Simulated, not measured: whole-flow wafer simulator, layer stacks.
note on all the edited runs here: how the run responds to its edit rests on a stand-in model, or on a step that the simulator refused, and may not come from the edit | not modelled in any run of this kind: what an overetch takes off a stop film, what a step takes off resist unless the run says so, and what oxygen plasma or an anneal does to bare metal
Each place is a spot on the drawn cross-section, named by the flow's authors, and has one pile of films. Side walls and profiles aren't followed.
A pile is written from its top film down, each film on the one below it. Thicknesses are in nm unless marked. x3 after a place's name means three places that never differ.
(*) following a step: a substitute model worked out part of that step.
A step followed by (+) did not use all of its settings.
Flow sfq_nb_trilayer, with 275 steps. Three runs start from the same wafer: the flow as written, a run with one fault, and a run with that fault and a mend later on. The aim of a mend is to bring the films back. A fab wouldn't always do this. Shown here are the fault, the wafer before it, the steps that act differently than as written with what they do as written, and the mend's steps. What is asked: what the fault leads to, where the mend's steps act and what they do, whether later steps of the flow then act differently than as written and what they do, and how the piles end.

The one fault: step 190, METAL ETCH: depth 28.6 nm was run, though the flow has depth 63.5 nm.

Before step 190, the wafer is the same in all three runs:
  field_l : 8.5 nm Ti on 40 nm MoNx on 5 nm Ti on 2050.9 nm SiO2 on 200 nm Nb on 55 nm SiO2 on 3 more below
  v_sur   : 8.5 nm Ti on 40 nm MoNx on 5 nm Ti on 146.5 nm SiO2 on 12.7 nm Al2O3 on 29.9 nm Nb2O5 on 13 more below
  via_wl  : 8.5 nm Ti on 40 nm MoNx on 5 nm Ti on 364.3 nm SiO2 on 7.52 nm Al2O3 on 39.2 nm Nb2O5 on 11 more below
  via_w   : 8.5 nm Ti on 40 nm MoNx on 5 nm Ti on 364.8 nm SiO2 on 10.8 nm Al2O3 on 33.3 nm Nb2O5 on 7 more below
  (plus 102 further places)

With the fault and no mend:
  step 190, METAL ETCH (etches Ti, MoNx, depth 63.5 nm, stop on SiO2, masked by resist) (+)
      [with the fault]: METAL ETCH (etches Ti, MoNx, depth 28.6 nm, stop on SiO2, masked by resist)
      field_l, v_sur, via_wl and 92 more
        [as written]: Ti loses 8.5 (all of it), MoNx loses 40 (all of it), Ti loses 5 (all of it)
        [with the fault]: Ti loses 8.5 (all of it), MoNx loses 20.1
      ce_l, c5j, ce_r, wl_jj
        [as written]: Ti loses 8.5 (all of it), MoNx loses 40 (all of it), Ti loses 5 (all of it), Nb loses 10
        [with the fault]: Ti loses 8.5 (all of it), MoNx loses 20.1
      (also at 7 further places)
  Steps further on in the flow that do not act as written (not shown: 8 more steps that differ only slightly, by at most 2% or 0.5 nm, whichever is larger):
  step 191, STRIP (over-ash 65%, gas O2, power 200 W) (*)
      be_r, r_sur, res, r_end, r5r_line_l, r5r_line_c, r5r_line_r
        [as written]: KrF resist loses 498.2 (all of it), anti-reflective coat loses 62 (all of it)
        [with the fault]: KrF resist loses 512.1 (all of it), anti-reflective coat loses 62 (all of it)
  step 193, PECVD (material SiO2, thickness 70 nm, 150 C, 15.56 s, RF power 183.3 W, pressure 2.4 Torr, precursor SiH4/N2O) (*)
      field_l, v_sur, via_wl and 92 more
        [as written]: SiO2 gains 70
        [with the fault]: SiO2 gains 70 (new film)
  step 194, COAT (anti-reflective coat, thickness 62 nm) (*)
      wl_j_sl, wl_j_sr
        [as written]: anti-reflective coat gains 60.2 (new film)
        [with the fault]: anti-reflective coat gains 62 (new film)
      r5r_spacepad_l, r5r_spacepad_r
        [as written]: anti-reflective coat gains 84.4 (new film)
        [with the fault]: anti-reflective coat gains 73.7 (new film)
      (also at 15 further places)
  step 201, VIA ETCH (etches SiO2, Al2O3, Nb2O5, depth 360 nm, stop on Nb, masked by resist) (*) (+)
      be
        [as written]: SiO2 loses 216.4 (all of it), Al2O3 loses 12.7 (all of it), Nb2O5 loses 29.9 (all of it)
        [with the fault]: SiO2 loses 69.8 (all of it), MoNx loses 19.9 (all of it), Ti loses 5 (all of it), SiO2 loses 146.5 (all of it), Al2O3 loses 12.7 (all of it), Nb2O5 loses 29.9 (all of it)
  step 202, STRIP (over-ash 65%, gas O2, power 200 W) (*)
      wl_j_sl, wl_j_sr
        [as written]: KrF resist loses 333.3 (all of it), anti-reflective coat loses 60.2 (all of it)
        [with the fault]: KrF resist loses 333.3 (all of it), anti-reflective coat loses 62 (all of it)
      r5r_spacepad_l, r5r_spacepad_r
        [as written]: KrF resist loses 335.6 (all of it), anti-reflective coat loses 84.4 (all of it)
        [with the fault]: KrF resist loses 334.6 (all of it), anti-reflective coat loses 73.7 (all of it)
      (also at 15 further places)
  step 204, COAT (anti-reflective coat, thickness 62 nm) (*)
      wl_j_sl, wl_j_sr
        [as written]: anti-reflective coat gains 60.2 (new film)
        [with the fault]: anti-reflective coat gains 62 (new film)
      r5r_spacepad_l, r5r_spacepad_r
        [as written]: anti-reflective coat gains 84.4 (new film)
        [with the fault]: anti-reflective coat gains 73.7 (new film)
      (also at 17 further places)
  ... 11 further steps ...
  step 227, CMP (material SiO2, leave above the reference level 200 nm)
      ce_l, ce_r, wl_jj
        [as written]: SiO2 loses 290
        [with the fault]: SiO2 loses 300
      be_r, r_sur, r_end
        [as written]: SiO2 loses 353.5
        [with the fault]: SiO2 loses 328.6
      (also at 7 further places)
  The piles end different from the flow's at field_l, v_sur, via_wl and 103 more by more than 2% or 0.5 nm, whichever is larger.
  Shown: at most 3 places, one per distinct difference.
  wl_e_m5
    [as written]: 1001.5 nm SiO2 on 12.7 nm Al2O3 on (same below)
    [with the fault]: 855 nm SiO2 on 19.9 nm MoNx on 5 nm Ti on 146.5 nm SiO2 on 12.7 nm Al2O3 on (same below)
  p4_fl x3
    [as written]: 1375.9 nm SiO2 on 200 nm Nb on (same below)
    [with the fault]: 855 nm SiO2 on 19.9 nm MoNx on 5 nm Ti on 520.9 nm SiO2 on 200 nm Nb on (same below)
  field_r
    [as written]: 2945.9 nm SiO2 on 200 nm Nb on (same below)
    [with the fault]: 855 nm SiO2 on 19.9 nm MoNx on 5 nm Ti on 2090.9 nm SiO2 on 200 nm Nb on (same below)

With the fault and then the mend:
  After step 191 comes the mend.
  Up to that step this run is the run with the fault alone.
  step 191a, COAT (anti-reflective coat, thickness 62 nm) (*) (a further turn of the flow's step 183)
      p4_fl x3, p4_w1 x9, p4_g1 x2 and 57 more
        anti-reflective coat gains 62 (new film)
      via_v, wire, be, be_sur, lsp_m, ln_m6, lsp_r, l0_sur
        anti-reflective coat gains 62.2 (new film)
      field_l, v_sur, via_wl, via_w, via_wr, via_sp, l0v
        anti-reflective coat gains 62.1 (new film)
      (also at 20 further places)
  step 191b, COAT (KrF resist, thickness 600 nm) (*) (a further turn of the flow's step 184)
      p4_fl x3, p4_w1 x9, p4_g1 x2 and 57 more
        KrF resist gains 600 (new film)
      via_w, via_wr, via_sp, l0v
        KrF resist gains 600.4 (new film)
      field_l, v_sur, via_wl
        KrF resist gains 600.3 (new film)
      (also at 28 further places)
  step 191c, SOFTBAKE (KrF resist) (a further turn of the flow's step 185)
      alters no film at any place that is followed
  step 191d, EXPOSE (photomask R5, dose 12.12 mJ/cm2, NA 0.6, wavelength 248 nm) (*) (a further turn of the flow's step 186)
      alters no film at any place that is followed
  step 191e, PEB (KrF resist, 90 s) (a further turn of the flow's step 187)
      field_l, v_sur, via_wl and 80 more
        KrF resist loses 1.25
      be, be_sur, gap and 12 more
        KrF resist loses 1.26
      be_r, r_sur, res, r_end
        KrF resist loses 1.23
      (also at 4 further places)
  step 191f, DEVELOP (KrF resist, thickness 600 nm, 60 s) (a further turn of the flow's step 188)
      p4_fl x3, p4_w1 x9, p4_g1 x2 and 57 more
        KrF resist loses 598.7 (all of it)
      be_r, r_sur, res, r_end, r5r_line_l, r5r_line_c, r5r_line_r
        KrF resist loses 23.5
      field_l, v_sur, via_wl, via_w, via_wr
        KrF resist loses 599.1 (all of it)
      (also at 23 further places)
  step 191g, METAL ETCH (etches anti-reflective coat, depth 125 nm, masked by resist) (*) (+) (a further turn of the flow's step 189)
      p4_fl x3, p4_w1 x9, p4_g1 x2 and 57 more
        anti-reflective coat loses 62 (all of it)
      via_v, wire, be, be_sur, lsp_m, ln_m6, lsp_r, l0_sur
        anti-reflective coat loses 62.2 (all of it)
      field_l, v_sur, via_wl, via_w, via_wr, via_sp, l0v
        anti-reflective coat loses 62.1 (all of it)
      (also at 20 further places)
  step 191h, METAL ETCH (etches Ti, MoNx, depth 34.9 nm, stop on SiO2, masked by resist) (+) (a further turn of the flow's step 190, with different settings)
      field_l, v_sur, via_wl and 92 more
        MoNx loses 19.9 (all of it), Ti loses 5 (all of it)
      be_r, r_sur, res, r_end, r5r_line_l, r5r_line_c, r5r_line_r
        KrF resist loses 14
      ce_l, c5j, ce_r, wl_jj
        MoNx loses 19.9 (all of it), Ti loses 5 (all of it), Nb loses 10
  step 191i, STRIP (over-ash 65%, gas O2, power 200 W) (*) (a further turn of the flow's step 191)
      r5r_line_l, r5r_line_c, r5r_line_r
        KrF resist loses 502 (all of it), anti-reflective coat loses 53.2 (all of it)
      be_r
        KrF resist loses 497.9 (all of it), anti-reflective coat loses 57 (all of it)
      r_sur
        KrF resist loses 497.7 (all of it), anti-reflective coat loses 59.4 (all of it)
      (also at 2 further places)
  Every later step of the flow that is run acts as written at every place that is followed.
  The piles end the same as the flow's at every place that both follow.
